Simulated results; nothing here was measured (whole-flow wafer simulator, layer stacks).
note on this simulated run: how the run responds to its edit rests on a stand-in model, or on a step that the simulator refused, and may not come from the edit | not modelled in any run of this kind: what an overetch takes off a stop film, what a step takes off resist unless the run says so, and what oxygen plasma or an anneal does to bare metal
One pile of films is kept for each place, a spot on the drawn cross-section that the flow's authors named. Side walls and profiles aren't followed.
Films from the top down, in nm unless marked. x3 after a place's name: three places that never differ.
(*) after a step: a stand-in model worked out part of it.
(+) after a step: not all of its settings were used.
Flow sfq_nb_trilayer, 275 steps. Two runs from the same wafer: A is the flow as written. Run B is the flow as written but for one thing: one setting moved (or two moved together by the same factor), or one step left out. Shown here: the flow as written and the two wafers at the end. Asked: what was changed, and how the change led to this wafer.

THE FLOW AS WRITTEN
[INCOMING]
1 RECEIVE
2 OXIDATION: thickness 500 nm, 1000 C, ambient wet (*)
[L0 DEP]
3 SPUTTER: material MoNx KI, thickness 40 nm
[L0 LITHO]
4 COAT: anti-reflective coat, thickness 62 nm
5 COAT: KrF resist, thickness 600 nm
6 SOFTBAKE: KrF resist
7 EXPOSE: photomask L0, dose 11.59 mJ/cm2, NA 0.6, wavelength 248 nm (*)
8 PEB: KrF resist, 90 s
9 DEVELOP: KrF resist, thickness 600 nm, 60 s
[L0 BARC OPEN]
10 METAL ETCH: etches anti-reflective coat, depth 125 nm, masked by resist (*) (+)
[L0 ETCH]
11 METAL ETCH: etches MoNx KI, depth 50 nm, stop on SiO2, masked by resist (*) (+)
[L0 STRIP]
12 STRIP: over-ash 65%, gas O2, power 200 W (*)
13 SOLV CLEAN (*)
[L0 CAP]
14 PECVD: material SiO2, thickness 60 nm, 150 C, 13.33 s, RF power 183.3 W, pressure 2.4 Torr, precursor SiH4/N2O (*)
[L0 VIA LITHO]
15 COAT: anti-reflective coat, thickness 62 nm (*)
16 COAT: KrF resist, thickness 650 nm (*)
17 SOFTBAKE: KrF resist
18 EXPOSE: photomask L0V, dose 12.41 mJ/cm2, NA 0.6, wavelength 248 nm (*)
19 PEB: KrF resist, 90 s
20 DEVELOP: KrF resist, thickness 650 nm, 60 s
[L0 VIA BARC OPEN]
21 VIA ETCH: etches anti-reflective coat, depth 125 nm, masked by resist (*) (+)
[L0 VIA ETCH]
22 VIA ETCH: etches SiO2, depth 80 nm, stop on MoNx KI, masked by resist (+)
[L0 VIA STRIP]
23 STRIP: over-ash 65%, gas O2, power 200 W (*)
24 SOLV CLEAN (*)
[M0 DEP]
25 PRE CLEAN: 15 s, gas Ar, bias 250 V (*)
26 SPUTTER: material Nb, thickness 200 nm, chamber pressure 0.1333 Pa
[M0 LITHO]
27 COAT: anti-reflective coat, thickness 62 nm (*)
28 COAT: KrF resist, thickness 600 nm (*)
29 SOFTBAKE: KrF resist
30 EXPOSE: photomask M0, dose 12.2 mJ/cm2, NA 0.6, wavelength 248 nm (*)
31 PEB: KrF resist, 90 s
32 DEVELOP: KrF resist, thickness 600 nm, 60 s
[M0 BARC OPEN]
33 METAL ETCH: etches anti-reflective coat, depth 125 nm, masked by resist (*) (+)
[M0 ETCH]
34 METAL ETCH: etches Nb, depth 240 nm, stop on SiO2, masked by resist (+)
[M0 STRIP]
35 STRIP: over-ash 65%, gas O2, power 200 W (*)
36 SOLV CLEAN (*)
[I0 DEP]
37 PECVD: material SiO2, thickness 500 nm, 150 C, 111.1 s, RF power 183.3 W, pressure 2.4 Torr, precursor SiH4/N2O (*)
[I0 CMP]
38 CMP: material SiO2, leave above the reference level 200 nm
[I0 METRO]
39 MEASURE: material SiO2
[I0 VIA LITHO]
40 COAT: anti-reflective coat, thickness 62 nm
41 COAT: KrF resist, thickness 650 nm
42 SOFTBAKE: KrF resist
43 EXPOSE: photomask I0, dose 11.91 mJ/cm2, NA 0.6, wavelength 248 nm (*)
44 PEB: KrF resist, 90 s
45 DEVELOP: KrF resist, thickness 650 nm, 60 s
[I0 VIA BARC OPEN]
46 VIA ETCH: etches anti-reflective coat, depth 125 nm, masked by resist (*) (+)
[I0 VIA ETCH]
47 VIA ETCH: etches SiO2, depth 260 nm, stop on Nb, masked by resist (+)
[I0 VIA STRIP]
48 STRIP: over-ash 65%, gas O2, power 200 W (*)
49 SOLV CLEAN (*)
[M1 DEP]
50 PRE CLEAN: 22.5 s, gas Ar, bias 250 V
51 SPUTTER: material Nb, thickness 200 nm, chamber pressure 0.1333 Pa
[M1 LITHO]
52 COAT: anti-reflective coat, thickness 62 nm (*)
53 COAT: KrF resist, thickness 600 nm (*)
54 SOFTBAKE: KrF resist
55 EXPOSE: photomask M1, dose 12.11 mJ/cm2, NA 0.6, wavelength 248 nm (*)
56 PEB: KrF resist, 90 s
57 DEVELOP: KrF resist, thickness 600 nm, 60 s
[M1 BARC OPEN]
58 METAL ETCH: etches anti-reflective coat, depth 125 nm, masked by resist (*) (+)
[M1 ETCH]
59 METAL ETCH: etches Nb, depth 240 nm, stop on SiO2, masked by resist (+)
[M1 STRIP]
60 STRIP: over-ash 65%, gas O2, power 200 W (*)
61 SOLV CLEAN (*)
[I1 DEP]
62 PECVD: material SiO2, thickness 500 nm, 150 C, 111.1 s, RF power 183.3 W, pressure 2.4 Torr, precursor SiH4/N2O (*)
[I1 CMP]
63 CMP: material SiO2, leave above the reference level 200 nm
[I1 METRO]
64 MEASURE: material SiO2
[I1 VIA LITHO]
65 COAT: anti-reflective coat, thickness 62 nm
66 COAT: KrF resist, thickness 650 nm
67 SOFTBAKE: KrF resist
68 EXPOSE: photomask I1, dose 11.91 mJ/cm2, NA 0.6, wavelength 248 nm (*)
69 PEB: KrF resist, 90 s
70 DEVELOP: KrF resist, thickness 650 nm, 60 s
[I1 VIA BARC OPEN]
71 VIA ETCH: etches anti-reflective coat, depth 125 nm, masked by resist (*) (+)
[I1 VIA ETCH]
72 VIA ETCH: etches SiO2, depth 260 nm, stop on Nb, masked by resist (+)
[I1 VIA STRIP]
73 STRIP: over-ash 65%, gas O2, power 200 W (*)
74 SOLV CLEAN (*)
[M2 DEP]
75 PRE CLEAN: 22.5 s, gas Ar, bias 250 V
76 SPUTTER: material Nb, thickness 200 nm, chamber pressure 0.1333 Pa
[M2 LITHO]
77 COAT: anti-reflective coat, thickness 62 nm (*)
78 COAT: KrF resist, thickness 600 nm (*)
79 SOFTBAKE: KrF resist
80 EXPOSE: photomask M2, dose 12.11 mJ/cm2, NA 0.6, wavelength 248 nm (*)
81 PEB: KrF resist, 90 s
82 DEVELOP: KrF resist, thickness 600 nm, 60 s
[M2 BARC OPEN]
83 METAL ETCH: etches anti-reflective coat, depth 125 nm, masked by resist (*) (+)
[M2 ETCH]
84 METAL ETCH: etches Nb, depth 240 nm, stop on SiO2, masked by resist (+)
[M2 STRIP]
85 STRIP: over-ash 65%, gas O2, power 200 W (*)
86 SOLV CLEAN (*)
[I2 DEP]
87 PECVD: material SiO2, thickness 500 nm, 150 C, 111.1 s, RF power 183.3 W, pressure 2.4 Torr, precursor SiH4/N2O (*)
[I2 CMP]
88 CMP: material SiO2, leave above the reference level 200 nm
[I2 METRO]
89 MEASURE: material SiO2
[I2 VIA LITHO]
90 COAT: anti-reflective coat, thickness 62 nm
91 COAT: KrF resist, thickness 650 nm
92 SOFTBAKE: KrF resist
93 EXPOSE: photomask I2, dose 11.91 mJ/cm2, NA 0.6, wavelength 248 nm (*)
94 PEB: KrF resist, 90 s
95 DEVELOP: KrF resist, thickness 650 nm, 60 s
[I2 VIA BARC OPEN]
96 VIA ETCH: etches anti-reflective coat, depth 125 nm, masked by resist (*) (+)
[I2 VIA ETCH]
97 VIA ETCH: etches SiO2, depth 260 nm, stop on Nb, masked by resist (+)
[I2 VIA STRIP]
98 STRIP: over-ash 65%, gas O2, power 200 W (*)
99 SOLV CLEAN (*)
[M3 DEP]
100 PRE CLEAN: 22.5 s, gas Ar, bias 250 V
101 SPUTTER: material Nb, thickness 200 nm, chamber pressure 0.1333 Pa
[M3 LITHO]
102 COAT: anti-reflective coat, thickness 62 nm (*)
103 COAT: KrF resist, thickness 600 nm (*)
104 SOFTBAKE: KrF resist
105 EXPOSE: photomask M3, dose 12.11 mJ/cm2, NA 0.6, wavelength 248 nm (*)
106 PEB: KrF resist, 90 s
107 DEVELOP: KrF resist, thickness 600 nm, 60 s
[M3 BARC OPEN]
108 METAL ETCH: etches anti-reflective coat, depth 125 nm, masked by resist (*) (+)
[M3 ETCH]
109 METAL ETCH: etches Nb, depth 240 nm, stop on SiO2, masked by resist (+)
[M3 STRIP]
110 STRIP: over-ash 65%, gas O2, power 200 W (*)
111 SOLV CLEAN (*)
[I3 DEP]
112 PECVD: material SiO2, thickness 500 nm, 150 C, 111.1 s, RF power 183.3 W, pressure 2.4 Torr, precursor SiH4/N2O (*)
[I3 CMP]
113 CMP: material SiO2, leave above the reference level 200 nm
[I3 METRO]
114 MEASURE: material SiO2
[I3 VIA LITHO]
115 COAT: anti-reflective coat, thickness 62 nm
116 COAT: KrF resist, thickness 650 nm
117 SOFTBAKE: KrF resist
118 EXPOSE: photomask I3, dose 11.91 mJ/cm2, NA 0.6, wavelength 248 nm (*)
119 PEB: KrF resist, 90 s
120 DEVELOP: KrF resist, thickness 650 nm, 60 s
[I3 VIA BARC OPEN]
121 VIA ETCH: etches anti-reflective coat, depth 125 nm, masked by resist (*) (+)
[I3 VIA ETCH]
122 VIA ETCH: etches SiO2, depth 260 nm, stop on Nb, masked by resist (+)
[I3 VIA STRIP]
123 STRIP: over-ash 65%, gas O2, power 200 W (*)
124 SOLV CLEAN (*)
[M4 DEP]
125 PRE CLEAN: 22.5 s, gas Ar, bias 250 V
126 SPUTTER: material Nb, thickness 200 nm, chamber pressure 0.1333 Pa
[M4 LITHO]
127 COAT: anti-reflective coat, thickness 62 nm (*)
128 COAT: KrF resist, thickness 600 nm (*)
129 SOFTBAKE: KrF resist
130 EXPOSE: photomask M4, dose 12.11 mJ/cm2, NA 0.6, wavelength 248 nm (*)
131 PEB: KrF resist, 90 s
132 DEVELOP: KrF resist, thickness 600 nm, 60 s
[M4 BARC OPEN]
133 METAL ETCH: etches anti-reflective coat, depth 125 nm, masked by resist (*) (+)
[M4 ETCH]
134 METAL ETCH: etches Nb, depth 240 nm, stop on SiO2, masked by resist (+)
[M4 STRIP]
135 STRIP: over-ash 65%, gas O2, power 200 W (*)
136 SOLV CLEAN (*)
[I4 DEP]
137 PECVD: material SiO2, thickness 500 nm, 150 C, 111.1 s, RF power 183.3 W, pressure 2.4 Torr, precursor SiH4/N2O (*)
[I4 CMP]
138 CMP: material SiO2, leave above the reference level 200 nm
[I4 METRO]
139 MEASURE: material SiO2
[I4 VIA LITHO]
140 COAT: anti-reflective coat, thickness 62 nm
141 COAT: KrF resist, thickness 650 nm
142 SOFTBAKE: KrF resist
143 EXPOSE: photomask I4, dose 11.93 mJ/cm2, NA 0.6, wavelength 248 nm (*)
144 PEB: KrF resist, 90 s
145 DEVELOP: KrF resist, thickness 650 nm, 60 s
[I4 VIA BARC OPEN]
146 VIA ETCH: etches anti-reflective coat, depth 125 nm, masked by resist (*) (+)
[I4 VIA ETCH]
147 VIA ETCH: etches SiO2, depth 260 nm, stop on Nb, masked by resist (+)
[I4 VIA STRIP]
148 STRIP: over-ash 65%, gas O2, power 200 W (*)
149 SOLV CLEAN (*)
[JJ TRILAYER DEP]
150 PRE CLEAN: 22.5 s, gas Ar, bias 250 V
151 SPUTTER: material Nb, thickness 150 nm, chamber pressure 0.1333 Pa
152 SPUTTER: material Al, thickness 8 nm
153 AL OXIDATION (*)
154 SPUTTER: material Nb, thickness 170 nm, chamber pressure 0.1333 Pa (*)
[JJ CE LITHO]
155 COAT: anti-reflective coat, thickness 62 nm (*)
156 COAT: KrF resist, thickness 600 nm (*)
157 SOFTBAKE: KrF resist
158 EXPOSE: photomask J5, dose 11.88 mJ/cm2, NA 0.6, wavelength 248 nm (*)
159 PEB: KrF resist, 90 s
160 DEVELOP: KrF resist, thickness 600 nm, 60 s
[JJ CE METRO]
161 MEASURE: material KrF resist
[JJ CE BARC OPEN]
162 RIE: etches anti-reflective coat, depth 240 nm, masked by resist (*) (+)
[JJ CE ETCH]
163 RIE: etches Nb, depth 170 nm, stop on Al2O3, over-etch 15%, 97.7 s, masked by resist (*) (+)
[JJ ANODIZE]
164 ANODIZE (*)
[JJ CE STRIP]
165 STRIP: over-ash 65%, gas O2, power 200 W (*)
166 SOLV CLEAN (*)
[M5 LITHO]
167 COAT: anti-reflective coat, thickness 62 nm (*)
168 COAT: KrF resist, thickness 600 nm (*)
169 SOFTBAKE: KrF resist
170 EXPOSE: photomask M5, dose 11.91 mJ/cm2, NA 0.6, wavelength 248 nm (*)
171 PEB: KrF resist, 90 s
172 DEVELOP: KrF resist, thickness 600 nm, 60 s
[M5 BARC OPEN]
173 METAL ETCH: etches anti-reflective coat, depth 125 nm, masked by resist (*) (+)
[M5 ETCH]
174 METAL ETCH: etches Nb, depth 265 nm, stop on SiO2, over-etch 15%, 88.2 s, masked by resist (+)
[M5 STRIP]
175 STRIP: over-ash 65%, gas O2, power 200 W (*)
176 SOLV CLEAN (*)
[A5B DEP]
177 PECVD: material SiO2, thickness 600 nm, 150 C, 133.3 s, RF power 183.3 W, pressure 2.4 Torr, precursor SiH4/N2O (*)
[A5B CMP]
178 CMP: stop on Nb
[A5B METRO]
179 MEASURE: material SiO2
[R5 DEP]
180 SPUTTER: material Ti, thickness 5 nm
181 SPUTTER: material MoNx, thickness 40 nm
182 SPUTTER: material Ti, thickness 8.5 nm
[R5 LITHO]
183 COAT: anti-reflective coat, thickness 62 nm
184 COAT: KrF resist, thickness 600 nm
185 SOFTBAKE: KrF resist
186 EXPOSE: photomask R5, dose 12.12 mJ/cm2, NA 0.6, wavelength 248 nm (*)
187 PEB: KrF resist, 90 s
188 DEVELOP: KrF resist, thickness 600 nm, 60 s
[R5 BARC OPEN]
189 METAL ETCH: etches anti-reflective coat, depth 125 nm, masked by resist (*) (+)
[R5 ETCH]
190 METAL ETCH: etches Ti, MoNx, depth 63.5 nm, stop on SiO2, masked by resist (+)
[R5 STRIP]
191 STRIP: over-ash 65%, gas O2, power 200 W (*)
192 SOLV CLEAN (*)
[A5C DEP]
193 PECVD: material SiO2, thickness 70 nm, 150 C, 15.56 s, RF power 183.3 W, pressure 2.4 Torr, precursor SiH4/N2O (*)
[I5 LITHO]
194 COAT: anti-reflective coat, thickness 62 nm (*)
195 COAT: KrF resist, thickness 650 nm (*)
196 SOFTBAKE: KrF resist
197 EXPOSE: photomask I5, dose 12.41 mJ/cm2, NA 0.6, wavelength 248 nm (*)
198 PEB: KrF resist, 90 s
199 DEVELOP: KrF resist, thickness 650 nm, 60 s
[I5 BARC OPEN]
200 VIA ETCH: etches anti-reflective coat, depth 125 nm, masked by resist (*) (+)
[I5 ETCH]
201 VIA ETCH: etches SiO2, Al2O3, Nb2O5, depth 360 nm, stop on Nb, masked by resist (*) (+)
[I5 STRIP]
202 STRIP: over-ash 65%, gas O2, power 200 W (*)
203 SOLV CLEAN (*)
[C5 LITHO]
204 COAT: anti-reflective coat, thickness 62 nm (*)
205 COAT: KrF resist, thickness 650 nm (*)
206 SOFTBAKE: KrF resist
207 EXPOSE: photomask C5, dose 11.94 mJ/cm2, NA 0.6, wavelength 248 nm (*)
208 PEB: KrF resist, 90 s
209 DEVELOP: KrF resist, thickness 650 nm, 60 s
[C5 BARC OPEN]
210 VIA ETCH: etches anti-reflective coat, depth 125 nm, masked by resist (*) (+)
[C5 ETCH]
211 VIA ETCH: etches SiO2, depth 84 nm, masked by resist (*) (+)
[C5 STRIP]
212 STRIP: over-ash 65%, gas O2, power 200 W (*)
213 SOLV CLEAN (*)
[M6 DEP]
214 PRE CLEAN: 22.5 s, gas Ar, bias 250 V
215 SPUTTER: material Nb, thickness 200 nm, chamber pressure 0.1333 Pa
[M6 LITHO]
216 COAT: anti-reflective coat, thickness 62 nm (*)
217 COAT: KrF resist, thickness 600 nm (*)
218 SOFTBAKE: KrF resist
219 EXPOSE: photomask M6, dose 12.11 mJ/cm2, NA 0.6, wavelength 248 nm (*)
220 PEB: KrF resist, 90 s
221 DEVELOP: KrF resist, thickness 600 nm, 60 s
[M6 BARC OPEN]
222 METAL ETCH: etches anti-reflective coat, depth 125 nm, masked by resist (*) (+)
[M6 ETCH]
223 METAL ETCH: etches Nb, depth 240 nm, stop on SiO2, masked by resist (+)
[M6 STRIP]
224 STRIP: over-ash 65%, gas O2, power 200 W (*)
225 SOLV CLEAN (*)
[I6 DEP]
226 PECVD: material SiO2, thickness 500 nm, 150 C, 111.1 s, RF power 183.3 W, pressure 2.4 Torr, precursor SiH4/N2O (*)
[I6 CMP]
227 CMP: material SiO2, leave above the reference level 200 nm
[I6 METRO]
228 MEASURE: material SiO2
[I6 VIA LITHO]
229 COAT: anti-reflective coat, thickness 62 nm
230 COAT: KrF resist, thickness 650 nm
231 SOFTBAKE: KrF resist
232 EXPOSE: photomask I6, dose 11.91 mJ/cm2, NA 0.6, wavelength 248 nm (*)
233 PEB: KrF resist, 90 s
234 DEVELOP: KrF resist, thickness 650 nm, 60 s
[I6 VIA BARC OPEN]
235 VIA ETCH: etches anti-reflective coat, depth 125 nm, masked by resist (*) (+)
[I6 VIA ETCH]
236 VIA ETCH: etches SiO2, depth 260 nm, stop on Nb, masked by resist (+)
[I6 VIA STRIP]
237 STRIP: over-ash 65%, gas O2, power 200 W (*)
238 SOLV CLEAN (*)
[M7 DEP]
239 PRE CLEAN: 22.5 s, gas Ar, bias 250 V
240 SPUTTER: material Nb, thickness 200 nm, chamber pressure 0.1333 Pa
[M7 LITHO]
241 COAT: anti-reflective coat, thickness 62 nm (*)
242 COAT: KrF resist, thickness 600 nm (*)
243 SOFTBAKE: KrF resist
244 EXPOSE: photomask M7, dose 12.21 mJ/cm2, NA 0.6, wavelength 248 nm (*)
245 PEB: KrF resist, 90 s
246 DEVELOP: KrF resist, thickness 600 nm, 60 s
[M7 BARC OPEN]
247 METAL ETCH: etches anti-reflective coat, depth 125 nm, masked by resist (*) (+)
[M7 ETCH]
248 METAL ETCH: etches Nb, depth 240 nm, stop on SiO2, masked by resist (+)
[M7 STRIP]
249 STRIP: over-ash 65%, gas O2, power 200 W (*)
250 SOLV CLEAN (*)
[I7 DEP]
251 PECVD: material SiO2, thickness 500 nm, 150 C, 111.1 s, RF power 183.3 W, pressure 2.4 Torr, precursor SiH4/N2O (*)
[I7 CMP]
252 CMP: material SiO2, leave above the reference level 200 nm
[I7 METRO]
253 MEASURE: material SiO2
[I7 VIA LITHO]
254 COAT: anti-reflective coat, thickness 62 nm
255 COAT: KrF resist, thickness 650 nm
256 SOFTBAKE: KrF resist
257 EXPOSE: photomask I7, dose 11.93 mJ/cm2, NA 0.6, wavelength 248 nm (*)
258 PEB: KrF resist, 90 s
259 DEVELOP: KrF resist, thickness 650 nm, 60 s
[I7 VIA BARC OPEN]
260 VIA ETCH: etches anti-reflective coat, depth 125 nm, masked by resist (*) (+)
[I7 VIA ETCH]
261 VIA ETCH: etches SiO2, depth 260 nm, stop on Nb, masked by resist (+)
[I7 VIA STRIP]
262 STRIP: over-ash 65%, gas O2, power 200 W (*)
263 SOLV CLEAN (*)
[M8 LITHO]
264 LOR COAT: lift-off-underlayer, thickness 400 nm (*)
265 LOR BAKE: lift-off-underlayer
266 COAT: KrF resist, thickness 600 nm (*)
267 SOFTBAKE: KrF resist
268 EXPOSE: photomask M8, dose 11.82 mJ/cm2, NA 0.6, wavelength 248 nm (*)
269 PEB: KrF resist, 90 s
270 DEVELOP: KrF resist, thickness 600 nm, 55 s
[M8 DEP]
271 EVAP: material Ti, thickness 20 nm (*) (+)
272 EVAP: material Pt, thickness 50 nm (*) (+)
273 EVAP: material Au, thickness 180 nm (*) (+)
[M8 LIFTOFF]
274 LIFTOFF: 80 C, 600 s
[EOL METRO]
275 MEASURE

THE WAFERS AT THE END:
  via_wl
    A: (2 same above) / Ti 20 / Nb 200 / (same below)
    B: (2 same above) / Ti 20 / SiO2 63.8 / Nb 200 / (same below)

The cause: step 261, VIA ETCH: depth 136 nm was run, where the flow has depth 260 nm.

How the change led to this, step by step:
  261 VIA ETCH: etches SiO2, depth 260 nm, stop on Nb, masked by resist (+)
      via_wl, via_w, via_wr: A SiO2 -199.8 (all of it) | B SiO2 -136
      field_l, v_sur, via_sp and 100 more: A KrF resist -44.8 | B KrF resist -23.4
  262 STRIP: over-ash 65%, gas O2, power 200 W (*)
      field_l, v_sur, via_sp and 100 more: A KrF resist -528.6 (all of it), anti-reflective coat -62 (all of it) | B KrF resist -550 (all of it), anti-reflective coat -62 (all of it)
  264 LOR COAT: lift-off-underlayer, thickness 400 nm (*)
      via_wl, via_wr: A lift-off-underlayer +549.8 (new film) | B lift-off-underlayer +502 (new film)
      v_sur: A lift-off-underlayer +369.4 (new film) | B lift-off-underlayer +379.2 (new film)
      (and at 1 more place)
  270 DEVELOP: KrF resist, thickness 600 nm, 55 s
      v_sur: A KrF resist -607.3 (all of it), lift-off-underlayer -369.4 (all of it) | B KrF resist -604.6 (all of it), lift-off-underlayer -379.2 (all of it)
      via_wl: A KrF resist -623.9 (all of it), lift-off-underlayer -549.8 (all of it) | B KrF resist -615.8 (all of it), lift-off-underlayer -502 (all of it)
      (and at 2 more places)
Counting metal films that touch as one body, via_wl has 8 bodies (between them, from the top down: SiO2 63.8; SiO2 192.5; SiO2 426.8 / Al2O3 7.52 / Nb2O5 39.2; SiO2 192.5; SiO2 192.5; SiO2 192.5; SiO2 192.5); the flow as written gives 7 bodies (between them, from the top down: SiO2 192.5; SiO2 426.8 / Al2O3 7.52 / Nb2O5 39.2; SiO2 192.5; SiO2 192.5; SiO2 192.5; SiO2 192.5).
